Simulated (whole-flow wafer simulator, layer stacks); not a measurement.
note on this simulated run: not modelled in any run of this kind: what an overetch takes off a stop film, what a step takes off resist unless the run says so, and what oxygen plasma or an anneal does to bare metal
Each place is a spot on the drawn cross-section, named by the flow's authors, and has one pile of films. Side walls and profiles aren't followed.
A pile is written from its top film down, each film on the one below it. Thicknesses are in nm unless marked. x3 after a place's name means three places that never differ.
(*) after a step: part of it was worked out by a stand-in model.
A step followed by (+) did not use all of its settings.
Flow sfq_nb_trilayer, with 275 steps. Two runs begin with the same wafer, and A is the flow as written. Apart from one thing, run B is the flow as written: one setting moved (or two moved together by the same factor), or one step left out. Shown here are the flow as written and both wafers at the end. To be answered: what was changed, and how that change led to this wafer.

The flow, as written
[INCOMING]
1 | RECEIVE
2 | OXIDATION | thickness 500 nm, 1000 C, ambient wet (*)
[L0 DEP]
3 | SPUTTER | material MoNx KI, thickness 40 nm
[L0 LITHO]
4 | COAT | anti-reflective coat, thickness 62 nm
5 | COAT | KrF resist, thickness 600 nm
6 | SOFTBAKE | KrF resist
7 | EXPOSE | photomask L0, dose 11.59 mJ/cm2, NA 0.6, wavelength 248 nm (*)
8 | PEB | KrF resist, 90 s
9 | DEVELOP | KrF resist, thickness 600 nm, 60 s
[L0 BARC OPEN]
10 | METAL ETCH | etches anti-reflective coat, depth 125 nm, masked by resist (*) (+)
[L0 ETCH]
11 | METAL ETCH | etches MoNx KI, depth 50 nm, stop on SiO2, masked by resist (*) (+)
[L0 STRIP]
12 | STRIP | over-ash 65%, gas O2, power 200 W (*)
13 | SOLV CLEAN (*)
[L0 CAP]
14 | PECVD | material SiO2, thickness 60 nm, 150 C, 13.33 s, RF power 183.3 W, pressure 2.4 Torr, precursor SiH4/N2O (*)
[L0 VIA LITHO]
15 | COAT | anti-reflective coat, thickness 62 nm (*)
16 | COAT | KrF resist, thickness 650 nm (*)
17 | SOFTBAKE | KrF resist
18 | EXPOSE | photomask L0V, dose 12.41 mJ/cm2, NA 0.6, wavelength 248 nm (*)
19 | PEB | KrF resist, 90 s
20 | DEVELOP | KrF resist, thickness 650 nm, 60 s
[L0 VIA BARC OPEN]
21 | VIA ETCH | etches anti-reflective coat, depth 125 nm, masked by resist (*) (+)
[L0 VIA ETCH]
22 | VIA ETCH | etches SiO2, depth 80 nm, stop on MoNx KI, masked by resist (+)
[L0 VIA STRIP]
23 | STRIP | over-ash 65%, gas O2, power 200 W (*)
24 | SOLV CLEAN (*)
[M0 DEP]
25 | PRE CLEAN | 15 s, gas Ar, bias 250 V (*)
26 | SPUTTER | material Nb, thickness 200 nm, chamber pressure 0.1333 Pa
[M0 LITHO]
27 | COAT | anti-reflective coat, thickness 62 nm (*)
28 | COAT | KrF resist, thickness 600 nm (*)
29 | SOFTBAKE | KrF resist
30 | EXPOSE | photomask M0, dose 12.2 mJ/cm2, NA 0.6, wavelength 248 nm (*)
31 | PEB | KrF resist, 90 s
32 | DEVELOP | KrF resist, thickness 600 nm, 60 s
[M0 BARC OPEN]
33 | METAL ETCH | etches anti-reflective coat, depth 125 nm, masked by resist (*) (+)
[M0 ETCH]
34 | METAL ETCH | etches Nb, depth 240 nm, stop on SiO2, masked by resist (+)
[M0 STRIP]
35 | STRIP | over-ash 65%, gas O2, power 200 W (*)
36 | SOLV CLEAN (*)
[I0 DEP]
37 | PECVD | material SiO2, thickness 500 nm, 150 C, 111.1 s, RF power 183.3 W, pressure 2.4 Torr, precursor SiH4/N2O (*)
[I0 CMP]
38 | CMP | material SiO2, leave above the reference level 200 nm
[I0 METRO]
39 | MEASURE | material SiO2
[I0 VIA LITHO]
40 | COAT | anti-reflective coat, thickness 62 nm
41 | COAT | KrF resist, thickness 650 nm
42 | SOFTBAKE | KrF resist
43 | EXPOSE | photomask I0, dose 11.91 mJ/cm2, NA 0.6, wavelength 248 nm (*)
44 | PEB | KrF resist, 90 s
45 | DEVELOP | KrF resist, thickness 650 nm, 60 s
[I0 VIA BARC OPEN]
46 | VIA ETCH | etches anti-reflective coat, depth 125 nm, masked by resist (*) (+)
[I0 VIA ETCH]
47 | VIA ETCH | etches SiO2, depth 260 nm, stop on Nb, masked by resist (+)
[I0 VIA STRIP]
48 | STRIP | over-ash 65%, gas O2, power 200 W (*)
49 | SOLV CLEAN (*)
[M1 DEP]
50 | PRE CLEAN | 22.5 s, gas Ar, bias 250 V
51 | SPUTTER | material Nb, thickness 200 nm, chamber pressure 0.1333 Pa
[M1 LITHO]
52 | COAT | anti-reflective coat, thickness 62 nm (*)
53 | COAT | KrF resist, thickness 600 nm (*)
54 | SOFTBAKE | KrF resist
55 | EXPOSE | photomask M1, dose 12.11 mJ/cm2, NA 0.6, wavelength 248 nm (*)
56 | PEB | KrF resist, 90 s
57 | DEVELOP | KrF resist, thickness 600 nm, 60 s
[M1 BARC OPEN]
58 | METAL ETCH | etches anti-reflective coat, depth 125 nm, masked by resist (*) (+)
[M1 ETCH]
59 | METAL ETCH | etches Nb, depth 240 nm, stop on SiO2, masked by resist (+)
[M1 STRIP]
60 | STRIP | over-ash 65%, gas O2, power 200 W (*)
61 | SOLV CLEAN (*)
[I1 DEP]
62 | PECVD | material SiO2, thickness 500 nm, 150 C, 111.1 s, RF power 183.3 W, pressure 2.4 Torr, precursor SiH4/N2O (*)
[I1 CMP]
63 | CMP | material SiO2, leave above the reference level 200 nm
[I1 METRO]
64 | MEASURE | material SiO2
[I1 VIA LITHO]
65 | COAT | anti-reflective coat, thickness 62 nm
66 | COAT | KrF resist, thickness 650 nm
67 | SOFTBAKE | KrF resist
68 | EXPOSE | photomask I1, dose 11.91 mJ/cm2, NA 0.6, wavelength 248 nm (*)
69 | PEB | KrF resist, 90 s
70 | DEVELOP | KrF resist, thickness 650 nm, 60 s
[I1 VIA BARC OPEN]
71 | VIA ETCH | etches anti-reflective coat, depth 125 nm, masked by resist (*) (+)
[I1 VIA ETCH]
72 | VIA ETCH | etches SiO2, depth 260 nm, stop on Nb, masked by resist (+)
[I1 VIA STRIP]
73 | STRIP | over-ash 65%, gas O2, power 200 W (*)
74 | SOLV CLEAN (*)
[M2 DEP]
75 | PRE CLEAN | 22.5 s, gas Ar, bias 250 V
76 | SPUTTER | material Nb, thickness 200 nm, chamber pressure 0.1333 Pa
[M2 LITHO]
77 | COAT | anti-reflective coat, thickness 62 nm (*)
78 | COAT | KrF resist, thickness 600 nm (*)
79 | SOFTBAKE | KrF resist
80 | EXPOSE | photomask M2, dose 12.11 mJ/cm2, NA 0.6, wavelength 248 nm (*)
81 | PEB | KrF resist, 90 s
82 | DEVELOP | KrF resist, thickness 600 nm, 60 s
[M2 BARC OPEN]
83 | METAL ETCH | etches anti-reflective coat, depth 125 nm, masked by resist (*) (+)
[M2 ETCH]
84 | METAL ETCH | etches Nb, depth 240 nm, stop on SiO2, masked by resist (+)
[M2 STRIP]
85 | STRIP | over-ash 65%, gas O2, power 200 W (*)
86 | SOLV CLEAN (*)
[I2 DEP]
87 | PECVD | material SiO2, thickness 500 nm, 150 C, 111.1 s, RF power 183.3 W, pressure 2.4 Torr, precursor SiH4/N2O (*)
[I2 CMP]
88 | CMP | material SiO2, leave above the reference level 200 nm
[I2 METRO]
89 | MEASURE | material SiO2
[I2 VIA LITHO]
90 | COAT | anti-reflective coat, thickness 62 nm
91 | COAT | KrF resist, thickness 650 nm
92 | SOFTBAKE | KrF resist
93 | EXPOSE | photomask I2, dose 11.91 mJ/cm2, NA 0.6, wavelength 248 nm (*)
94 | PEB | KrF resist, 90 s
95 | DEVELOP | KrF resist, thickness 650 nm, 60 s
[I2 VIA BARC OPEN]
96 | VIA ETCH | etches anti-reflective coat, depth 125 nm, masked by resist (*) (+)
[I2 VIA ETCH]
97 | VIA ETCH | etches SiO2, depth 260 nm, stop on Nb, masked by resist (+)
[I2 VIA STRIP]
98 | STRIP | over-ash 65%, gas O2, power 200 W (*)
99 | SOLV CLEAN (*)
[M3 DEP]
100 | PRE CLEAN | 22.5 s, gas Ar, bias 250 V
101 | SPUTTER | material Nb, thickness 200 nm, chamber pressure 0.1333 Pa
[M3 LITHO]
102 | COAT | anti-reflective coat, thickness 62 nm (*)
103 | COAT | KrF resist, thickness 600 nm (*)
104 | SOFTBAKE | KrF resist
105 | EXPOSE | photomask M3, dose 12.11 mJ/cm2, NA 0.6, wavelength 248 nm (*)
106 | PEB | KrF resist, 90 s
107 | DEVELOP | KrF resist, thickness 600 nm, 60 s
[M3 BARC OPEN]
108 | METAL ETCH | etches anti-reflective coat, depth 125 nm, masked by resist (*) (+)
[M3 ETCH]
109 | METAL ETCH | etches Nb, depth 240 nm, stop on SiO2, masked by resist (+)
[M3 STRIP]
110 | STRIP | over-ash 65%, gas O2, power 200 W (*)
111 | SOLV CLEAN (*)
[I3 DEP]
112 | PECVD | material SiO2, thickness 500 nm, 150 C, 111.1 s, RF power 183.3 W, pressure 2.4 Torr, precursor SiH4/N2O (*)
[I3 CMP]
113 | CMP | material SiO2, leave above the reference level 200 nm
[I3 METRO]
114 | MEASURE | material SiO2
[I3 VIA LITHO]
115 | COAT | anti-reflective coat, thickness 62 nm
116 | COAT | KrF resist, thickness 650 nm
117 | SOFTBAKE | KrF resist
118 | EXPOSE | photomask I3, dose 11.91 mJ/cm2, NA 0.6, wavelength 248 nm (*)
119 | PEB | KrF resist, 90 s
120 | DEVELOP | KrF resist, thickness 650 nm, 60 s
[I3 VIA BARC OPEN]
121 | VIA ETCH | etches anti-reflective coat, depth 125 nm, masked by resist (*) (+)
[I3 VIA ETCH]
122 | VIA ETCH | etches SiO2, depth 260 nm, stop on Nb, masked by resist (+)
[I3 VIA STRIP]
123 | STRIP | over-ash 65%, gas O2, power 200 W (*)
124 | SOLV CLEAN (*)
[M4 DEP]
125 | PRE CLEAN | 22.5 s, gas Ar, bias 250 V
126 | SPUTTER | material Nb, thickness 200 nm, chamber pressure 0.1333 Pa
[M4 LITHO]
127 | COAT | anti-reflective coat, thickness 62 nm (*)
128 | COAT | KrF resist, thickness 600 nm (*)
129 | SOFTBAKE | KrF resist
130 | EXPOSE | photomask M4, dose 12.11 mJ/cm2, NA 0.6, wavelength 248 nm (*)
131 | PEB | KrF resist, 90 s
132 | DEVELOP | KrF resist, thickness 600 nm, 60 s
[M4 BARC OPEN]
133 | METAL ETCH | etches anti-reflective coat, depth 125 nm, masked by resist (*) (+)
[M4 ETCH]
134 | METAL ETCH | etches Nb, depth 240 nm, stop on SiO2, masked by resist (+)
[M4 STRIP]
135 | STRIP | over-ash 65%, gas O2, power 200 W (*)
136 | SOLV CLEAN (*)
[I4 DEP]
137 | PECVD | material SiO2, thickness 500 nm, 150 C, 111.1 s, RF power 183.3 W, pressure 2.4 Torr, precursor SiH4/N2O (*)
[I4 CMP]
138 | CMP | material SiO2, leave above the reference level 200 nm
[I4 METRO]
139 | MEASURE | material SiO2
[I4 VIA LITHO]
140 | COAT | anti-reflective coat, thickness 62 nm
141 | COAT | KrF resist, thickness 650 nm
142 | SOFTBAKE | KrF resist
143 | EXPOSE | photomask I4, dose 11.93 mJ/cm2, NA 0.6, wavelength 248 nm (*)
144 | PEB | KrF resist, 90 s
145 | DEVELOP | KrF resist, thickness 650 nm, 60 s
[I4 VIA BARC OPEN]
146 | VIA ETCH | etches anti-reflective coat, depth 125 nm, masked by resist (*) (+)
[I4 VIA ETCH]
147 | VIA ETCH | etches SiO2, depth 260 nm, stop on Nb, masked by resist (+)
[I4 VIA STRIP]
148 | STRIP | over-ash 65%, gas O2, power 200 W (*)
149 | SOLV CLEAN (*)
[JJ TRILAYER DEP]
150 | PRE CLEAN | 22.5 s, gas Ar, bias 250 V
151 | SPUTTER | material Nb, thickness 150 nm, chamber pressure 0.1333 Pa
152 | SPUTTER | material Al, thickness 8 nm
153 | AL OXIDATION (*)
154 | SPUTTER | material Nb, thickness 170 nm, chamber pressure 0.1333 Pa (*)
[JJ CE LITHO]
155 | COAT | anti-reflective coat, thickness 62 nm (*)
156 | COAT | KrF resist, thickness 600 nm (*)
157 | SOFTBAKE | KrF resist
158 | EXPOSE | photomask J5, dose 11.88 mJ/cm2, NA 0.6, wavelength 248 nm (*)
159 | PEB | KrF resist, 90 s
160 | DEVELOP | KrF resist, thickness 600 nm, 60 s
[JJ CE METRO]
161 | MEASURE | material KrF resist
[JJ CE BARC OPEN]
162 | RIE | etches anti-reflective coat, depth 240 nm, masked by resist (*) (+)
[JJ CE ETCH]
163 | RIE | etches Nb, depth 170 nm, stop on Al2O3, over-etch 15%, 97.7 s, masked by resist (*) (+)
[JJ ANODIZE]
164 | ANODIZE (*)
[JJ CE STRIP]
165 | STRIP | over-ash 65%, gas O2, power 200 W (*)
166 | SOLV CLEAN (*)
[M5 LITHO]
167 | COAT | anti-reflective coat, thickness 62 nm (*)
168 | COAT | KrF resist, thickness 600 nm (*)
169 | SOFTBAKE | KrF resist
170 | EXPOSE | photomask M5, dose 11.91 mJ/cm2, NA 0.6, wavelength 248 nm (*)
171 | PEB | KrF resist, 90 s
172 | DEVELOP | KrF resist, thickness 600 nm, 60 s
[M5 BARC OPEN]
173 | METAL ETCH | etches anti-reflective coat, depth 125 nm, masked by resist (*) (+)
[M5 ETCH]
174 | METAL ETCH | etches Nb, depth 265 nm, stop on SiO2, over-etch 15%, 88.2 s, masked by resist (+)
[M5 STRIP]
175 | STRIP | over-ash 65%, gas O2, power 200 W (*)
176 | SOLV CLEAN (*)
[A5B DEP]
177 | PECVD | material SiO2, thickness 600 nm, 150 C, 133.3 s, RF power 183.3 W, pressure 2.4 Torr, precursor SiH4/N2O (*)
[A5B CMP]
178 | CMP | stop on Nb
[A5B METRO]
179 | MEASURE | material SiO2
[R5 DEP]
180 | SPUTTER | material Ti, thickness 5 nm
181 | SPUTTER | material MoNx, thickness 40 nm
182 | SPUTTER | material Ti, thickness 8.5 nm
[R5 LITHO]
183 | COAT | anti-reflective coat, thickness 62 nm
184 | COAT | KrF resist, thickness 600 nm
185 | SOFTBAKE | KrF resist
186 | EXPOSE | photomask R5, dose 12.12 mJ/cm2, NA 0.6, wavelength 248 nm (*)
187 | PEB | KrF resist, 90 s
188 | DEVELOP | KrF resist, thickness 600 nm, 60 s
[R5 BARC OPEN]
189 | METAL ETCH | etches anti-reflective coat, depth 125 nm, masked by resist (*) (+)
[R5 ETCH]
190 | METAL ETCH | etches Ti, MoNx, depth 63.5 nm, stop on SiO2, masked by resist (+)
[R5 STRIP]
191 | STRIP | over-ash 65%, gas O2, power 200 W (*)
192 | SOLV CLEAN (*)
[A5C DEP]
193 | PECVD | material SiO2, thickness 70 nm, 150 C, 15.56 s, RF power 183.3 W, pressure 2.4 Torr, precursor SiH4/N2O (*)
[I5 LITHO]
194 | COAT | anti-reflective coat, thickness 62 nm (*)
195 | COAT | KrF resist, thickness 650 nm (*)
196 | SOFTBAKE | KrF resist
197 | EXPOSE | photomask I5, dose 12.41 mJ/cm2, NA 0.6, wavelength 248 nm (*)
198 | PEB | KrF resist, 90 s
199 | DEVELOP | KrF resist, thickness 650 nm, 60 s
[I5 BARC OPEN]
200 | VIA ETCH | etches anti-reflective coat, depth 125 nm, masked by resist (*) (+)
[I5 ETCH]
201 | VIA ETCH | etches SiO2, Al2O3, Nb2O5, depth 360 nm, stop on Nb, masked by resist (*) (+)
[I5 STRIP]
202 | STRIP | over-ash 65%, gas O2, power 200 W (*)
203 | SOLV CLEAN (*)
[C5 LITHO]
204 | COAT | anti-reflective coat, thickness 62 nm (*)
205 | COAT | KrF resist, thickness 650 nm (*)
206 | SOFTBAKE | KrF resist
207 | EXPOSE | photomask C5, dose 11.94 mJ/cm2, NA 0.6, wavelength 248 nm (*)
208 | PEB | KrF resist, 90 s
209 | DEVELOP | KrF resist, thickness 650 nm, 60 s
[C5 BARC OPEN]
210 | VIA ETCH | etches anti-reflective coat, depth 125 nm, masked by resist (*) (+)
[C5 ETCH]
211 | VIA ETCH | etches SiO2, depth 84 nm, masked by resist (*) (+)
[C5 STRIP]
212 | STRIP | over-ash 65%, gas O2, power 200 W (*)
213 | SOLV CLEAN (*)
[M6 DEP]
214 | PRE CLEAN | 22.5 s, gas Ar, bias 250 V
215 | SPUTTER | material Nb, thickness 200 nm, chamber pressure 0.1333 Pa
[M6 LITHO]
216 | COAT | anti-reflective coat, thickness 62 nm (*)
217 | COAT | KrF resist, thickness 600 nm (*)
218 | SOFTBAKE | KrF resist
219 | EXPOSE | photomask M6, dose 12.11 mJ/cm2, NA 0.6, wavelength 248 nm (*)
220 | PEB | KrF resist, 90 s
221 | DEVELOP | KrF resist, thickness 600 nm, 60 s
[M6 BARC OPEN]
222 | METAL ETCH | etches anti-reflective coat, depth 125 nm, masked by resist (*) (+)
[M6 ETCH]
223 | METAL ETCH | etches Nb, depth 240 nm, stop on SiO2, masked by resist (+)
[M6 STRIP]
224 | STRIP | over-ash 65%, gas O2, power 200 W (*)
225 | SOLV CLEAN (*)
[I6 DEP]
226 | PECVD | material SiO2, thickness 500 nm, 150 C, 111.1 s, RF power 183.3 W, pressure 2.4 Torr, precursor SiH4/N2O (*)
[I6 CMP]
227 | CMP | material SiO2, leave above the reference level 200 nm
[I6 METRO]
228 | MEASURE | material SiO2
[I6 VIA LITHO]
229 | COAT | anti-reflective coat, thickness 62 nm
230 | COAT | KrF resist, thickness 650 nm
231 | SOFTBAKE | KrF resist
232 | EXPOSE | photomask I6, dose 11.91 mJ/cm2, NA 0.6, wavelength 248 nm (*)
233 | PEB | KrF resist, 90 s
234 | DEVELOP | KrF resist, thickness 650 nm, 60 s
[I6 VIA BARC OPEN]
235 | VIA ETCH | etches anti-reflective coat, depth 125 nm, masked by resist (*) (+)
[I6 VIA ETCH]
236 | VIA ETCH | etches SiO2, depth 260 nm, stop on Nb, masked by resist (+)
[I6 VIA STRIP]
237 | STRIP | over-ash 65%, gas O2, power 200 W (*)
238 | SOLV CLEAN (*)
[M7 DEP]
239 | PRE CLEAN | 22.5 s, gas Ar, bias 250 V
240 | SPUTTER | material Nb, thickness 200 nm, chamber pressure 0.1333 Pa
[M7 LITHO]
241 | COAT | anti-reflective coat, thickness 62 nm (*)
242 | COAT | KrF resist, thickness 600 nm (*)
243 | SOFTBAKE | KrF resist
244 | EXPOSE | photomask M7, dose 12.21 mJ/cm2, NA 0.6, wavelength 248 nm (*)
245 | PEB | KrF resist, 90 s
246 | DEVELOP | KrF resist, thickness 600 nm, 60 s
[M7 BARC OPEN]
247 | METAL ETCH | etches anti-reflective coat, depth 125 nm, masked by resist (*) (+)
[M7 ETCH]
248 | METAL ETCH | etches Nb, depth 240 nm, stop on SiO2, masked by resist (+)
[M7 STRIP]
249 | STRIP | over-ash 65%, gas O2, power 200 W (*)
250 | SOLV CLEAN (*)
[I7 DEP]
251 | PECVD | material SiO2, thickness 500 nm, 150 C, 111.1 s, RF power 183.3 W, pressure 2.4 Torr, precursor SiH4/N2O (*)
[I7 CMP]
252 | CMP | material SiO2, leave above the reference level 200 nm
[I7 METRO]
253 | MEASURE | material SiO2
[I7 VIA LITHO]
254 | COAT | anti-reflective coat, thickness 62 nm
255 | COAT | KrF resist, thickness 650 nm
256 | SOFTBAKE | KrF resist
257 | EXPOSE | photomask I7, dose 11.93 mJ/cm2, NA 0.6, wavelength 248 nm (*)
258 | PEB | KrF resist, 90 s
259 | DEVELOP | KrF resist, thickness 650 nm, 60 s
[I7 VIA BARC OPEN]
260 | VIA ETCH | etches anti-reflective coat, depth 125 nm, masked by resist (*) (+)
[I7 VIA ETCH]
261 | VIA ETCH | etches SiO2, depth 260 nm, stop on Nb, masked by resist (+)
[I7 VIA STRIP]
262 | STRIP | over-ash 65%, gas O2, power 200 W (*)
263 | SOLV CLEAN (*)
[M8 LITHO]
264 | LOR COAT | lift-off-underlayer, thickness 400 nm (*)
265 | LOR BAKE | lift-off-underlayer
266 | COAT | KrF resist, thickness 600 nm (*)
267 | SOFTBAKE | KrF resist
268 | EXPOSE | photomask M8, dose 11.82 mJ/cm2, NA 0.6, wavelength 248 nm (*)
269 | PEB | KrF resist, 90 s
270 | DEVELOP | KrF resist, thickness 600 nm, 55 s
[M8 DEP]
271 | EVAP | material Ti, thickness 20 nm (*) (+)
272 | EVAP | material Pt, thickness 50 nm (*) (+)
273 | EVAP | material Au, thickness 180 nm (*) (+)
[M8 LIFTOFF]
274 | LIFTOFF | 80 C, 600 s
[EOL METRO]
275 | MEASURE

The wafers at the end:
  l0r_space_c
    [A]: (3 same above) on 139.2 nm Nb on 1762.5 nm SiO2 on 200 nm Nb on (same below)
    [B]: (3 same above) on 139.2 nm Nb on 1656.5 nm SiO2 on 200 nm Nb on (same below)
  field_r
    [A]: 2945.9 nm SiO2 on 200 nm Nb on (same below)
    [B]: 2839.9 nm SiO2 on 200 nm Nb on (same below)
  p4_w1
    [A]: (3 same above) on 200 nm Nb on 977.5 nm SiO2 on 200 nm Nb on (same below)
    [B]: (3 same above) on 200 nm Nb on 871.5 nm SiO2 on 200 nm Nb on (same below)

Cause: step 63, CMP: leave above the reference level 94 nm was run, while the flow as written has leave above the reference level 200 nm.

The path from the change to this, step by step:
  63 | CMP | material SiO2, leave above the reference level 200 nm
      field_l, be, be_sur and 72 more: A SiO2 loses 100 | B SiO2 loses 206
      v_sur, via_wl, via_wr and 20 more: A SiO2 loses 300 | B SiO2 loses 406
      (also at 8 further places)
  72 | VIA ETCH | etches SiO2, depth 260 nm, stop on Nb, masked by resist (+)
      field_l, v_sur, via_wl and 102 more: A KrF resist loses 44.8 | B KrF resist loses 24.3
      via_v: A SiO2 loses 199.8 (all of it) | B SiO2 loses 93.8 (all of it)
  73 | STRIP | over-ash 65%, gas O2, power 200 W (*)
      field_l, v_sur, via_wl and 102 more: A KrF resist loses 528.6 (all of it), anti-reflective coat loses 62 (all of it) | B KrF resist loses 549.2 (all of it), anti-reflective coat loses 62 (all of it)
  76 | SPUTTER | material Nb, thickness 200 nm, chamber pressure 0.1333 Pa
      via_v: A Nb gains 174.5 | B Nb gains 195.5
  77 | COAT | anti-reflective coat, thickness 62 nm (*)
      via_v: A anti-reflective coat gains 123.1 (new film) | B anti-reflective coat gains 99.7 (new film)
  78 | COAT | KrF resist, thickness 600 nm (*)
      via_v: A KrF resist gains 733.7 (new film) | B KrF resist gains 646.5 (new film)
  85 | STRIP | over-ash 65%, gas O2, power 200 W (*)
      via_sp: A KrF resist loses 374.4 (all of it), anti-reflective coat loses 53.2 (all of it) | B KrF resist loses 382.6 (all of it), anti-reflective coat loses 53.5 (all of it)
      via_v: A KrF resist loses 515.8 (all of it), anti-reflective coat loses 123.1 (all of it) | B KrF resist loses 428.8 (all of it), anti-reflective coat loses 99.7 (all of it)
      (also at 1 further place)
  87 | PECVD | material SiO2, thickness 500 nm, 150 C, 111.1 s, RF power 183.3 W, pressure 2.4 Torr, precursor SiH4/N2O (*)
      via_v: A SiO2 gains 606 (new film) | B SiO2 gains 500 (new film)
  88 | CMP | material SiO2, leave above the reference level 200 nm
      via_v: A SiO2 loses 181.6 | B SiO2 loses 202.5
